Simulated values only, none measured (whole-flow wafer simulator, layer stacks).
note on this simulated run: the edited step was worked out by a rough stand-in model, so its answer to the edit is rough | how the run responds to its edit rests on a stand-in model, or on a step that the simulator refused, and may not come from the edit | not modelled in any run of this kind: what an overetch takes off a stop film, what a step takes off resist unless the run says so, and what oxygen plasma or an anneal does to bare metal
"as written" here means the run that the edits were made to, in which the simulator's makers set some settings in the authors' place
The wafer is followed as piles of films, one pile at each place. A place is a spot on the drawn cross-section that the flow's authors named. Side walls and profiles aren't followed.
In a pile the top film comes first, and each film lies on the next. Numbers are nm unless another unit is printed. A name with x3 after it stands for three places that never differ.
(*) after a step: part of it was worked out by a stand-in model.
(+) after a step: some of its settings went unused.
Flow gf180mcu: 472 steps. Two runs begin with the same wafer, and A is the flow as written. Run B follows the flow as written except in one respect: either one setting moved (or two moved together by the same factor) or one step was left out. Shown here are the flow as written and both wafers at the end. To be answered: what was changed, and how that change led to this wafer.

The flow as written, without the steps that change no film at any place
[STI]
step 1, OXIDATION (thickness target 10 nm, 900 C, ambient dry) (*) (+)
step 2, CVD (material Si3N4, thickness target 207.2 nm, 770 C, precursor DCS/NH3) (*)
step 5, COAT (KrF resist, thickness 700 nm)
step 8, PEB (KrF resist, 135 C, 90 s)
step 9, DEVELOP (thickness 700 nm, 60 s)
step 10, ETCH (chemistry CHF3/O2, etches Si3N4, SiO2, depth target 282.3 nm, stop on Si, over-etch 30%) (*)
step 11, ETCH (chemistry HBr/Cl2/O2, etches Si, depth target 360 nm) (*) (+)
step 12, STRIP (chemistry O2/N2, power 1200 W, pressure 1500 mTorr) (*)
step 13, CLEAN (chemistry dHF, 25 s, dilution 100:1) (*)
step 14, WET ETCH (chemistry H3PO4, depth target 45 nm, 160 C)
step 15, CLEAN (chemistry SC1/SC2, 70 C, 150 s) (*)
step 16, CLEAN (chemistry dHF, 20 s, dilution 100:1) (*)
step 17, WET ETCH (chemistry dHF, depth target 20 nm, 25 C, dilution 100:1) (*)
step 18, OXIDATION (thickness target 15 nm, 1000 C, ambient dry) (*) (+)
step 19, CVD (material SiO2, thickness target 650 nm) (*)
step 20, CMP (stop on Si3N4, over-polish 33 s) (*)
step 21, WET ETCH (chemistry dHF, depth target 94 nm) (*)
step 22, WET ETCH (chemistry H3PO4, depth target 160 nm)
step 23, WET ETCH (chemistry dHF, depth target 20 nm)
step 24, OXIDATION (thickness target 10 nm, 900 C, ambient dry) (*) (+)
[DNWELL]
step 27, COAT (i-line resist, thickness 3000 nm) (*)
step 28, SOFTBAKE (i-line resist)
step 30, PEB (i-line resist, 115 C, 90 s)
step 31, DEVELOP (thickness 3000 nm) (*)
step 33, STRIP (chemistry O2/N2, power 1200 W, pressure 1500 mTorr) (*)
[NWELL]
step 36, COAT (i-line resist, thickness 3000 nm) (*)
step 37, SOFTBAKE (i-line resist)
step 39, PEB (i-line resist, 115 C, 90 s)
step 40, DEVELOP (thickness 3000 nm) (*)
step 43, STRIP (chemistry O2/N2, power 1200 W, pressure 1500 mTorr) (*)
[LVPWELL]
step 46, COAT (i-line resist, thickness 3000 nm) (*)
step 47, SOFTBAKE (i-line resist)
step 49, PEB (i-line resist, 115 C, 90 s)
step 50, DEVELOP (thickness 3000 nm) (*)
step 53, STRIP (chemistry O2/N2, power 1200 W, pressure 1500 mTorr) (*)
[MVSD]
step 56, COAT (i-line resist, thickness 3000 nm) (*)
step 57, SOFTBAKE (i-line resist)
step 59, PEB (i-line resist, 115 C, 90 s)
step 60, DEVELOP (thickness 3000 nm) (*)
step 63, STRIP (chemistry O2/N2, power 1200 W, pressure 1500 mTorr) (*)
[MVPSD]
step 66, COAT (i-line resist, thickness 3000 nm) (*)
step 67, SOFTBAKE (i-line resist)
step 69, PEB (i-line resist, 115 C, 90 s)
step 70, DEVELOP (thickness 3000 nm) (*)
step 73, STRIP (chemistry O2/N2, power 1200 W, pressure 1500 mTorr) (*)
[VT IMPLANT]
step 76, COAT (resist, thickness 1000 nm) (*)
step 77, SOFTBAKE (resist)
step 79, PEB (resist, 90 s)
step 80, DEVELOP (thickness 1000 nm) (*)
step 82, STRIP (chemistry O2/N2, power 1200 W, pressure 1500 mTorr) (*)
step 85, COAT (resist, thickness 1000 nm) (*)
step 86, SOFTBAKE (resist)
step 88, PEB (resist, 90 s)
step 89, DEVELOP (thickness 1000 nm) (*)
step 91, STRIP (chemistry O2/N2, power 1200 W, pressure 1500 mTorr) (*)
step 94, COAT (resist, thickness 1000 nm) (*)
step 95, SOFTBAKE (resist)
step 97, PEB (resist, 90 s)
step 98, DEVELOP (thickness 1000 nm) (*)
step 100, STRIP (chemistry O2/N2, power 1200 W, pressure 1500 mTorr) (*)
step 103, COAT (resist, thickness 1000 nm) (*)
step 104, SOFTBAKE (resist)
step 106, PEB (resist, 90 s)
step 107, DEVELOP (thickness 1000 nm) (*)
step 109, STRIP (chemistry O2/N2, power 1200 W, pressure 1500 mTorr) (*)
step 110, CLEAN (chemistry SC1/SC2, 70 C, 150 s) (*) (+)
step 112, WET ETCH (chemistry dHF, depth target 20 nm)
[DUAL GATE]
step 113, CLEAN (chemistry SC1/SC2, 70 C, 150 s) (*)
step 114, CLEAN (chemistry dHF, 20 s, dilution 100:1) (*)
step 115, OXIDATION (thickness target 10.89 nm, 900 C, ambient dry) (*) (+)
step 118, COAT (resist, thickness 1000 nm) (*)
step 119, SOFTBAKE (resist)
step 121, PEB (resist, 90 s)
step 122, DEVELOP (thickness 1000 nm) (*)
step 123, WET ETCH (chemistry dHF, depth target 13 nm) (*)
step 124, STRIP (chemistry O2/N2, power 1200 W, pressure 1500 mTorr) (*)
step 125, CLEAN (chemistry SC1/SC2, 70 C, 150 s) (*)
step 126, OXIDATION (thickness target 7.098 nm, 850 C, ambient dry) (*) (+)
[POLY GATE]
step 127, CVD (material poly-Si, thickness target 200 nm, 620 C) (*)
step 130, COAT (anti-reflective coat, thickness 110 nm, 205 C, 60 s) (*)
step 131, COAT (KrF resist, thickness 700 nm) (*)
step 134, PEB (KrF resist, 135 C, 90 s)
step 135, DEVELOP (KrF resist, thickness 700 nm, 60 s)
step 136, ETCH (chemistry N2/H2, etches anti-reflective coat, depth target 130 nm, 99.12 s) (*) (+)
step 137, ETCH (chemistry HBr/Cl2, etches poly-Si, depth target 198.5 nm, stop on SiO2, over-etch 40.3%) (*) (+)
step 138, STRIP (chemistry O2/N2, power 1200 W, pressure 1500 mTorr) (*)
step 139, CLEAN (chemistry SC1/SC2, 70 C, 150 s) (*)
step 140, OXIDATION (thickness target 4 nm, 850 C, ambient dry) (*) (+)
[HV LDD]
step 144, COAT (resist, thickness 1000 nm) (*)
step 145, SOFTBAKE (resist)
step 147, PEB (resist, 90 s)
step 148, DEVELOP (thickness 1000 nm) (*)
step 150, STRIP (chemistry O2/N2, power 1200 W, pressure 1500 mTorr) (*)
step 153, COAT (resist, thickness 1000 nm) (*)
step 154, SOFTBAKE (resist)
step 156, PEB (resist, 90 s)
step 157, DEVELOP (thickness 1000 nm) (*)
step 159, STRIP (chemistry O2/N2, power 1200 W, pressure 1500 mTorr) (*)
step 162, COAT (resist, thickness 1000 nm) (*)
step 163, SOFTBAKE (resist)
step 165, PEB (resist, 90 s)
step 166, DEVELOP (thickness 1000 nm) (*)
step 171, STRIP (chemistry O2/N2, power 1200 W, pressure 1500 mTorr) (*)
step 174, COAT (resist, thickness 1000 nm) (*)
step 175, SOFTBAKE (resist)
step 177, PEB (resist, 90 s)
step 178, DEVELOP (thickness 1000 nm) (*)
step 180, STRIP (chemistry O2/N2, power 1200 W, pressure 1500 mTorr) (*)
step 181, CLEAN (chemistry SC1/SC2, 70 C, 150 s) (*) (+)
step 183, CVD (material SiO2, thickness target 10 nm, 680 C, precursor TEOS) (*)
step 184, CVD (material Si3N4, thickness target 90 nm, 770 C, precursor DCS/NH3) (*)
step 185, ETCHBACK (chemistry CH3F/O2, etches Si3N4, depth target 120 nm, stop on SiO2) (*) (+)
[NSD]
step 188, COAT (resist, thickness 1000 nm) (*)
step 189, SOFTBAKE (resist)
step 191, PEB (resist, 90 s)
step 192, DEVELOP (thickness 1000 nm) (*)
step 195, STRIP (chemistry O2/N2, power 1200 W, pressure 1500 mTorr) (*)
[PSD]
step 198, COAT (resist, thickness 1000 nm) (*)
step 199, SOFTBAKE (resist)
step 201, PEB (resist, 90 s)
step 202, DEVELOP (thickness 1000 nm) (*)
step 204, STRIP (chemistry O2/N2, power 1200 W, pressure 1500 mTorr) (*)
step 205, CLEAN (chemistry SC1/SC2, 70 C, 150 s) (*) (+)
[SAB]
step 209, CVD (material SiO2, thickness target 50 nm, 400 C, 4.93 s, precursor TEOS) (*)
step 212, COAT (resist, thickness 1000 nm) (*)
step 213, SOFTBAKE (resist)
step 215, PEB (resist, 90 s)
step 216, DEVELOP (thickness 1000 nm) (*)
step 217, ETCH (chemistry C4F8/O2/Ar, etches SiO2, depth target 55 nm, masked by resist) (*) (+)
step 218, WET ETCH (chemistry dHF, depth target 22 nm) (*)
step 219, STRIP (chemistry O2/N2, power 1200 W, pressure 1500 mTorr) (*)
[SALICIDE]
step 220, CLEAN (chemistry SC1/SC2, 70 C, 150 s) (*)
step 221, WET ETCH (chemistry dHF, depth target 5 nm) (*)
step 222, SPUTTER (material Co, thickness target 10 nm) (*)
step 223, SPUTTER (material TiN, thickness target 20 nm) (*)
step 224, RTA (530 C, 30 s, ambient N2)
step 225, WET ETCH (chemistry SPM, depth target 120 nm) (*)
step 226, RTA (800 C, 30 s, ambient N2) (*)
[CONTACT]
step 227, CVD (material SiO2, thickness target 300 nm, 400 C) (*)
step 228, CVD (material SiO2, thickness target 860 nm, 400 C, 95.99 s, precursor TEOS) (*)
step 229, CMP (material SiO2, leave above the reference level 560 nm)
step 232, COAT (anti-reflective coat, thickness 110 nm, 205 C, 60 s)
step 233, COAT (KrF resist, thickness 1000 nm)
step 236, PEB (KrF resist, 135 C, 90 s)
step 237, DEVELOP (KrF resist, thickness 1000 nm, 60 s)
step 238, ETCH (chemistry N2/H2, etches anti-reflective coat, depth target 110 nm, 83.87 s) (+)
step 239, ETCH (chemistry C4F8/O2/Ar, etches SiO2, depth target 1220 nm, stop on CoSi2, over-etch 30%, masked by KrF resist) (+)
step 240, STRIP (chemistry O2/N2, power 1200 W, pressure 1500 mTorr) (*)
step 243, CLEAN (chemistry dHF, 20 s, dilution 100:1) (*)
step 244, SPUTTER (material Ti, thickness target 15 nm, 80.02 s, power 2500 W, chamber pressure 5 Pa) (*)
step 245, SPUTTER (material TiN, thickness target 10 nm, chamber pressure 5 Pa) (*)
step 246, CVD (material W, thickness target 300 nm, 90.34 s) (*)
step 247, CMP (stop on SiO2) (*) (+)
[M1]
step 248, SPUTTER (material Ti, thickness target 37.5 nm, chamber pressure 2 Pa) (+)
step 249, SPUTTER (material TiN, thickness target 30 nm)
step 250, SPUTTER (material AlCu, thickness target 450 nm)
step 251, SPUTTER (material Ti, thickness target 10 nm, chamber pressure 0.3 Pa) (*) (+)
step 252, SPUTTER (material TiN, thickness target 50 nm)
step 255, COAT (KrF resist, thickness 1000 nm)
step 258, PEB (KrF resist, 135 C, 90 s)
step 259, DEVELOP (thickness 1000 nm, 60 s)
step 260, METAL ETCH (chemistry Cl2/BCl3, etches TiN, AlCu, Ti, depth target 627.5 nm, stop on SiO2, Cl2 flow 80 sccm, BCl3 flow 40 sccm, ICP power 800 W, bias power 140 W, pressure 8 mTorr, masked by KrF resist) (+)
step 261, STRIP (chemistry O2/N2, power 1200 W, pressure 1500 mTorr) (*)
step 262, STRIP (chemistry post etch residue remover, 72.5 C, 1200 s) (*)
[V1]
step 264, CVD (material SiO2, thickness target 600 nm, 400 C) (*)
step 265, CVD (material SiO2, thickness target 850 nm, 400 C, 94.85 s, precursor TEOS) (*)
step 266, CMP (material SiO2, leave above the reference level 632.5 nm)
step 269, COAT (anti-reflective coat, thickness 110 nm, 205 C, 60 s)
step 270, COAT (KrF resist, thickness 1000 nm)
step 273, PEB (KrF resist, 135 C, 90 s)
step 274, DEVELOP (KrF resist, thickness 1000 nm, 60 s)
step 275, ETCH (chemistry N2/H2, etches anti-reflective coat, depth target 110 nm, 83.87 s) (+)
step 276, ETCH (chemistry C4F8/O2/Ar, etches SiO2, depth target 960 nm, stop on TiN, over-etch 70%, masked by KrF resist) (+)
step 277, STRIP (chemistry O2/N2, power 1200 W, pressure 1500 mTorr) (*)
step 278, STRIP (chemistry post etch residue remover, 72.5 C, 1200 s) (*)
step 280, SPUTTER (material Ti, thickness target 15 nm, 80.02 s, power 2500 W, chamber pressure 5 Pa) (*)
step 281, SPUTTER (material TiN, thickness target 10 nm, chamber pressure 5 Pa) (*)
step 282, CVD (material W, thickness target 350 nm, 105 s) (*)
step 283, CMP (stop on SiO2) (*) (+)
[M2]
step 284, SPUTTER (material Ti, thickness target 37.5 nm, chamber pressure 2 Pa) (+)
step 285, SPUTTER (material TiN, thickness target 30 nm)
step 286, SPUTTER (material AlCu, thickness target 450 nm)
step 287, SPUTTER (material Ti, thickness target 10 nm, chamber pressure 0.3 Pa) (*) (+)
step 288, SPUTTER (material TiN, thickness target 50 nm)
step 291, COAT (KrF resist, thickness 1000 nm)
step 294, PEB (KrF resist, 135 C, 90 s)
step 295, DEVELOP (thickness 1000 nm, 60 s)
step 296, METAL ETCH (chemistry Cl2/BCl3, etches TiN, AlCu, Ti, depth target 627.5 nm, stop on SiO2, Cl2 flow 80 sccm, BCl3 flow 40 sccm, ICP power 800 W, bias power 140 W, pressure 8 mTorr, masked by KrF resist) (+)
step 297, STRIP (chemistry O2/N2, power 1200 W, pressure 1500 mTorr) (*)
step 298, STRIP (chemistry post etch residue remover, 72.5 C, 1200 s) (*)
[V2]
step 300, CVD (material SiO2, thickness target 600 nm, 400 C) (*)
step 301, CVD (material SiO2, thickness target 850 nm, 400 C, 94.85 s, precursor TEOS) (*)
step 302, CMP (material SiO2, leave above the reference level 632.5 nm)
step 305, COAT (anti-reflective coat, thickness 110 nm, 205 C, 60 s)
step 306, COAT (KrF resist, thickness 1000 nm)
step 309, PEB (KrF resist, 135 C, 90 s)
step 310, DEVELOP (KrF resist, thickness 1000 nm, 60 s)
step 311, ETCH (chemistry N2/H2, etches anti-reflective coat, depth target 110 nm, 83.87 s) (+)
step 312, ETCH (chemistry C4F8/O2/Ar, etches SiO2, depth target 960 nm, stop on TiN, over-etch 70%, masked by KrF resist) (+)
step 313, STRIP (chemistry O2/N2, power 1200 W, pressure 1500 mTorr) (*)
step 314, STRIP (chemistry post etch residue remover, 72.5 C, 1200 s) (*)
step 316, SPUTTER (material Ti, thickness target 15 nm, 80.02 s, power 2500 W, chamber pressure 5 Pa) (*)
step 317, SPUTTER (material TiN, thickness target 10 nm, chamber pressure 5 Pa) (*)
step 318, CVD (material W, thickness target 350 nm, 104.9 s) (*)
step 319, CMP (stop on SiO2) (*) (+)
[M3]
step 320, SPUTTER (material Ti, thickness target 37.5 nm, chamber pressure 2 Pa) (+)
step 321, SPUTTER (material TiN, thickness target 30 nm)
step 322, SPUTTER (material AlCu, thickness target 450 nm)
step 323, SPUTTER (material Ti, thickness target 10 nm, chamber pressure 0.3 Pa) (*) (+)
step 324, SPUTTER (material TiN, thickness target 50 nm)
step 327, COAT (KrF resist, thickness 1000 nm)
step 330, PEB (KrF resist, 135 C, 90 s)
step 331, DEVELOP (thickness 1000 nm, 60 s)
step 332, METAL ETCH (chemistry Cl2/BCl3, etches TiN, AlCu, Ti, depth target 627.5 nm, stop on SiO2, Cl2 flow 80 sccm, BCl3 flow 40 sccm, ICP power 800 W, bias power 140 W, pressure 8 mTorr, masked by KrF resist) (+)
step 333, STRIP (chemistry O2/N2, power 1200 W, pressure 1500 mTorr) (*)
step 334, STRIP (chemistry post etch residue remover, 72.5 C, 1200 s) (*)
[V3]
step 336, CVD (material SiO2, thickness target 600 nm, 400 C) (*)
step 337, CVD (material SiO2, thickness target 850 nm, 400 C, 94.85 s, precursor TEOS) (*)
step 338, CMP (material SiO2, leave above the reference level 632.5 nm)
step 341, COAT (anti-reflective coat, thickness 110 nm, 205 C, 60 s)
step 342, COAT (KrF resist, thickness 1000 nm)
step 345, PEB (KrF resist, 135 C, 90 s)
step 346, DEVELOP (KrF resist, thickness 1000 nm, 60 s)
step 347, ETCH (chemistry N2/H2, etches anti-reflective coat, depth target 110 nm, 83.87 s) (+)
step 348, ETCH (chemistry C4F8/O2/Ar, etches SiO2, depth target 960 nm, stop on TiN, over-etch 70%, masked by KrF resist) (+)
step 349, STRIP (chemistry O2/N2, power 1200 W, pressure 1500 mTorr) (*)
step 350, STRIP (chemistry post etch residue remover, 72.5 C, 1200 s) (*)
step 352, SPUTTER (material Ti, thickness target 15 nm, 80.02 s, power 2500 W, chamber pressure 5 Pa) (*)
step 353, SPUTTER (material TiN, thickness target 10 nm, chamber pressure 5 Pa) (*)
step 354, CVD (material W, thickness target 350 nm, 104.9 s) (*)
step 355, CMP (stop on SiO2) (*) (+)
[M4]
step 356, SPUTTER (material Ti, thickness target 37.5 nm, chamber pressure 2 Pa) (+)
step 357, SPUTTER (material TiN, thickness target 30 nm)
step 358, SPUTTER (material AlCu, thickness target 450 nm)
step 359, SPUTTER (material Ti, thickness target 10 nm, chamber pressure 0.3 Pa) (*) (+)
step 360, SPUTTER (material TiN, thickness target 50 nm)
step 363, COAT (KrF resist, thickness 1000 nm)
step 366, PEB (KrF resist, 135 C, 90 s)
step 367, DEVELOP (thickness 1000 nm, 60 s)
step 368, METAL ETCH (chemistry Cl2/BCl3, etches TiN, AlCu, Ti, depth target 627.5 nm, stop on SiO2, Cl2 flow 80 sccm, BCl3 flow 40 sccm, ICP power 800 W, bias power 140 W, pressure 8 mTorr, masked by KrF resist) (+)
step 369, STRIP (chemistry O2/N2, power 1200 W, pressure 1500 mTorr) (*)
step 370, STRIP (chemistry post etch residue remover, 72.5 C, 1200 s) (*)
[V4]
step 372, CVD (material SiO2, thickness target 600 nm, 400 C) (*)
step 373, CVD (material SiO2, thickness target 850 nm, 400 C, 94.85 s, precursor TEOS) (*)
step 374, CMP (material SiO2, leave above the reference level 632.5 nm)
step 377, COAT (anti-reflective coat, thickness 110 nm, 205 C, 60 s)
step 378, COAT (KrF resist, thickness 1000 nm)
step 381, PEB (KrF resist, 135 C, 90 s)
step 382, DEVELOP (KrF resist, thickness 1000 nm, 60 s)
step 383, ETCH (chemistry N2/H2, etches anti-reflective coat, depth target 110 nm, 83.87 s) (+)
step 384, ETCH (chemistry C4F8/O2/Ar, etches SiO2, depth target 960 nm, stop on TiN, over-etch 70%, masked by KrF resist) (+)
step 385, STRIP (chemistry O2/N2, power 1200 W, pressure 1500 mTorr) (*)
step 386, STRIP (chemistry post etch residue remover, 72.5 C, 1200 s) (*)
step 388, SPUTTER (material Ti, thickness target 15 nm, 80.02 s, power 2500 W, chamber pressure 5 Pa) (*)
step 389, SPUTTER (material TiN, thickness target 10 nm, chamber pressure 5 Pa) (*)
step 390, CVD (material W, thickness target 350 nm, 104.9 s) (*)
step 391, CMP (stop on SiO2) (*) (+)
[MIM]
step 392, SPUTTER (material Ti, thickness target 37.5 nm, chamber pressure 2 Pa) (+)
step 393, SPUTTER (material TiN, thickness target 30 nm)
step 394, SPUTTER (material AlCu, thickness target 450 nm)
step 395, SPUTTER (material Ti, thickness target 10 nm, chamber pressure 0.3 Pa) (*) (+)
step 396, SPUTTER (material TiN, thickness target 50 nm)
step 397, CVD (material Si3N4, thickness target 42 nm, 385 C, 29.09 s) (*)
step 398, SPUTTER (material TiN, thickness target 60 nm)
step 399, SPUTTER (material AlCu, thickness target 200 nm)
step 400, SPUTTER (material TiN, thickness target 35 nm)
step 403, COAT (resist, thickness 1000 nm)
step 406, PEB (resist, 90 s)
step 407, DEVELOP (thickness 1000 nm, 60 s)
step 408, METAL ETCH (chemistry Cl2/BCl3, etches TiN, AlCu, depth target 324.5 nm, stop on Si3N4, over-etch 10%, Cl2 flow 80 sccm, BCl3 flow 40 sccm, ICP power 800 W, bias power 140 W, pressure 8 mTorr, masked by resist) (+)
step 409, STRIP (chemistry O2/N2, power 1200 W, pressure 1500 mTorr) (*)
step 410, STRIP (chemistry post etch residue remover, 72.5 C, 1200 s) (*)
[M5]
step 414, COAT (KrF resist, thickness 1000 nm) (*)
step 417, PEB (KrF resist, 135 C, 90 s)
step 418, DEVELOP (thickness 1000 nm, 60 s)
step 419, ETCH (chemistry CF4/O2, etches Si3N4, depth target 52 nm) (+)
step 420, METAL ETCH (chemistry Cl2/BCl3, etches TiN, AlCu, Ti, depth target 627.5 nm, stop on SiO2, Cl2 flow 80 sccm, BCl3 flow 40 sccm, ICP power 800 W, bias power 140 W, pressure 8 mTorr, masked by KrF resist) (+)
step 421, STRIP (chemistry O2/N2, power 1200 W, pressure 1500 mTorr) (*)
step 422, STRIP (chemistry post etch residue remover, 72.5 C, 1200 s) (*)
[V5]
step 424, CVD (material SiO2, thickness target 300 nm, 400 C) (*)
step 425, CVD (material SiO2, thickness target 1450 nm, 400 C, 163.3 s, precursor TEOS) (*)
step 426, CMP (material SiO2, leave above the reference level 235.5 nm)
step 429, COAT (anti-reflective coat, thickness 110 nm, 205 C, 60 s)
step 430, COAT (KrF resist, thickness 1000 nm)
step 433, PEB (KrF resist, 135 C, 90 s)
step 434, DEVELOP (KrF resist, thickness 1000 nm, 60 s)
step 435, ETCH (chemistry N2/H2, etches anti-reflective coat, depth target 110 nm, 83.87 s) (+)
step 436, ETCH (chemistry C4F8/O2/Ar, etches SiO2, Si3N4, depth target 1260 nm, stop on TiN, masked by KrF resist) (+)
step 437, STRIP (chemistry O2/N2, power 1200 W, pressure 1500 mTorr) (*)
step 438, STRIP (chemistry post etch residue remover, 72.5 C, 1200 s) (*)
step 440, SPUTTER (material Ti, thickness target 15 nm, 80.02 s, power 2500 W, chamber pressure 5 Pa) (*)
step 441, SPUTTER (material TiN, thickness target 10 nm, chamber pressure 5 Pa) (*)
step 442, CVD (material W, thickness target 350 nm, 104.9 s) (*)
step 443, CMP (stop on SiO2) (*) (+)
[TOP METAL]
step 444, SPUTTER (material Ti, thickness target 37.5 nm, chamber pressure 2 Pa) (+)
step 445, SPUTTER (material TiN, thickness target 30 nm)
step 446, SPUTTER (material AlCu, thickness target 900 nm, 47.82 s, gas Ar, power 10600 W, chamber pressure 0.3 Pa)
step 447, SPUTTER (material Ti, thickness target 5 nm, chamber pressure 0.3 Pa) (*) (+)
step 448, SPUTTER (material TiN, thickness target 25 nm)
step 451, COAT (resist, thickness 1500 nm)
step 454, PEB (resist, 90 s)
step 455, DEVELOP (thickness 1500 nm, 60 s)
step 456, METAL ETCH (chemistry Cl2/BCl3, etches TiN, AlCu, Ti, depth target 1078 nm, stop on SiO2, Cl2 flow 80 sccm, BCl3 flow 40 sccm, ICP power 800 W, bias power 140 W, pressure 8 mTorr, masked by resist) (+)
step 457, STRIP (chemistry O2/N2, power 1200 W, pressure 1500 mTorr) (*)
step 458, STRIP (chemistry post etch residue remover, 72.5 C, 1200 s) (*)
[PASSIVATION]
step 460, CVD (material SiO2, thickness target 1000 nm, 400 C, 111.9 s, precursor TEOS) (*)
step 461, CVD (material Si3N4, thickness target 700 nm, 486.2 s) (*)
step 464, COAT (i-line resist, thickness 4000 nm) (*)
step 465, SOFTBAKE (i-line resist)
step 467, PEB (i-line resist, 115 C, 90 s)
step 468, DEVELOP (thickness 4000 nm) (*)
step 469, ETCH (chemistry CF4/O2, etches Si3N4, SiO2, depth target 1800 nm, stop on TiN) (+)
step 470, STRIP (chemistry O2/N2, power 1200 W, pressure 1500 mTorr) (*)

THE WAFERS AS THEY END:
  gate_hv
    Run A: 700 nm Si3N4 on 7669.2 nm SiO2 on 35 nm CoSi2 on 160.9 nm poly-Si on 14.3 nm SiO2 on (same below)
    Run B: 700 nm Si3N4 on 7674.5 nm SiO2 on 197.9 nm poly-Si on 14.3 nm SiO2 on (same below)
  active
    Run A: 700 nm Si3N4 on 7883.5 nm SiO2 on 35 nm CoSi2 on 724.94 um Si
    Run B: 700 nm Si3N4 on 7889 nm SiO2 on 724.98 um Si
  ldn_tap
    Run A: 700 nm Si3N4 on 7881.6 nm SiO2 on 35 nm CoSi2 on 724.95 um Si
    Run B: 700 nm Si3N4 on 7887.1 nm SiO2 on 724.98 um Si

The reason: step 185, ETCHBACK: depth target 87.17 nm was run, while the flow as written has depth target 120 nm.

How this came from the change, step by step:
  step 185, ETCHBACK (chemistry CH3F/O2, etches Si3N4, depth target 120 nm, stop on SiO2) (*) (+)
      field, field__w1, field__w2 and 100 more: A -90 Si3N4 (all of it), -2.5 SiO2 | B -87.2 Si3N4
  step 189, SOFTBAKE (resist)
      field__w9: A +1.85 resist | B -1.08 resist
      nw_enc_fld_lv: A +0.58 resist | B +1.62 resist
  step 199, SOFTBAKE (resist)
      field__w9: A +1.85 resist | B -1.08 resist
      nw_enc_fld_lv: A +0.58 resist | B +1.62 resist
  step 205, CLEAN (chemistry SC1/SC2, 70 C, 150 s) (*) (+)
      field, field__w1, field__w2 and 105 more: A -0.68 SiO2 | B -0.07 Si3N4
  step 209, CVD (material SiO2, thickness target 50 nm, 400 C, 4.93 s, precursor TEOS) (*)
      field, field__w7, field__w8 and 73 more: A +50 SiO2 | B +50 SiO2 (new film)
      field_sub__w1, field_sub__w3, field_sub__w4, field_sub__w5, ld_drift_n: A +48.9 SiO2 | B +48.8 SiO2 (new film)
      (also at 27 further places)
  step 217, ETCH (chemistry C4F8/O2/Ar, etches SiO2, depth target 55 nm, masked by resist) (*) (+)
      field, field__w7, field__w8 and 70 more: A -55 SiO2 | B -50 SiO2 (all of it), -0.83 Si3N4
      field_sub__w1, field_sub__w3, field_sub__w4, field_sub__w5, ld_drift_n: A -55 SiO2 | B -48.8 SiO2 (all of it), -1.03 Si3N4
      (also at 21 further places)
  step 218, WET ETCH (chemistry dHF, depth target 22 nm) (*)
      gate, gate_hv, gate_p and 22 more: A -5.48 SiO2 (all of it) | B -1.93 Si3N4 (all of it), -6.45 SiO2
      field__w7, field__w8, field__w11 and 14 more: A -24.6 SiO2 | B -1.93 Si3N4 (all of it), -6.45 SiO2
      (also at 57 further places)
  step 219, STRIP (chemistry O2/N2, power 1200 W, pressure 1500 mTorr) (*)
      gate, gate_hv, gate_p and 23 more: A +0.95 chemical SiO2 (new film), -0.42 poly-Si | B nothing
      active, p_well, sd_n and 20 more: A +0.95 chemical SiO2 (new film), -0.42 Si | B nothing
  step 220, CLEAN (chemistry SC1/SC2, 70 C, 150 s) (*)
      gate, gate_hv, gate_p and 23 more: A -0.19 chemical SiO2, -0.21 poly-Si | B -0.68 SiO2
      active, p_well, sd_n and 17 more: A -0.19 chemical SiO2, -0.21 Si | B -0.68 SiO2
      (also at 1 further place)
  step 221, WET ETCH (chemistry dHF, depth target 5 nm) (*)
      active, p_well, gate and 37 more: A -0.76 chemical SiO2 (all of it) | B -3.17 SiO2
      active_nat, ld_sd_n, ld_drn_p: A -0.76 chemical SiO2 (all of it) | B -2.51 SiO2
      (also at 6 further places)
  step 222, SPUTTER (material Co, thickness target 10 nm) (*)
      field__w12: A +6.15 Co (new film) | B +6.74 Co (new film)
  step 223, SPUTTER (material TiN, thickness target 20 nm) (*)
      ld_drift_p: A +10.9 TiN (new film) | B +11.9 TiN (new film)
      ld_drn_p: A +16.4 TiN (new film) | B +15.8 TiN (new film)
  step 224, RTA (530 C, 30 s, ambient N2)
      gate, gate_hv, gate_p and 22 more: A under 1 film: +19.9 CoSi (new film), -10 Co (all of it), -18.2 poly-Si | B nothing
      active, p_well, sd_n and 11 more: A under 1 film: +19.9 CoSi (new film), -10 Co (all of it), -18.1 Si | B nothing
      (also at 10 further places)
  step 225, WET ETCH (chemistry SPM, depth target 120 nm) (*)
      active, p_well, gate and 36 more: A -20 TiN (all of it) | B -20 TiN (all of it), -10 Co (all of it)
      sd_p: A -17.9 TiN (all of it) | B -17.9 TiN (all of it), -9.09 Co (all of it)
      (also at 11 further places)
  step 226, RTA (800 C, 30 s, ambient N2) (*)
      gate, gate_hv, gate_p and 22 more: A +35 CoSi2 (new film), -19.9 CoSi (all of it), -18.2 poly-Si | B nothing
      active, p_well, sd_n and 11 more: A +35 CoSi2 (new film), -19.9 CoSi (all of it), -18.1 Si | B nothing
      (also at 10 further places)
  step 227, CVD (material SiO2, thickness target 300 nm, 400 C) (*)
      active, p_well, gate and 46 more: A +300 SiO2 (new film) | B +300 SiO2
  ... 5 other steps ...
  step 471, ANNEAL (400 C, 1800 s, ambient N2/H2)
      polyc_n, polyc_p: A nothing | B under 9 films: +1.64 void (new film), -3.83 Ti, +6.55 TiSi first (new film), -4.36 poly-Si
      contact: A nothing | B under 49 films: +1.62 void (new film), -3.83 Ti, +6.55 TiSi first (new film), -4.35 Si
If metal films that touch count as one body, gate_hv has 0 bodies; the flow as written gives 1 body.
If metal films that touch count as one body, active has 0 bodies; the flow as written gives 1 body.
If metal films that touch count as one body, ldn_tap has 0 bodies; the flow as written gives 1 body.
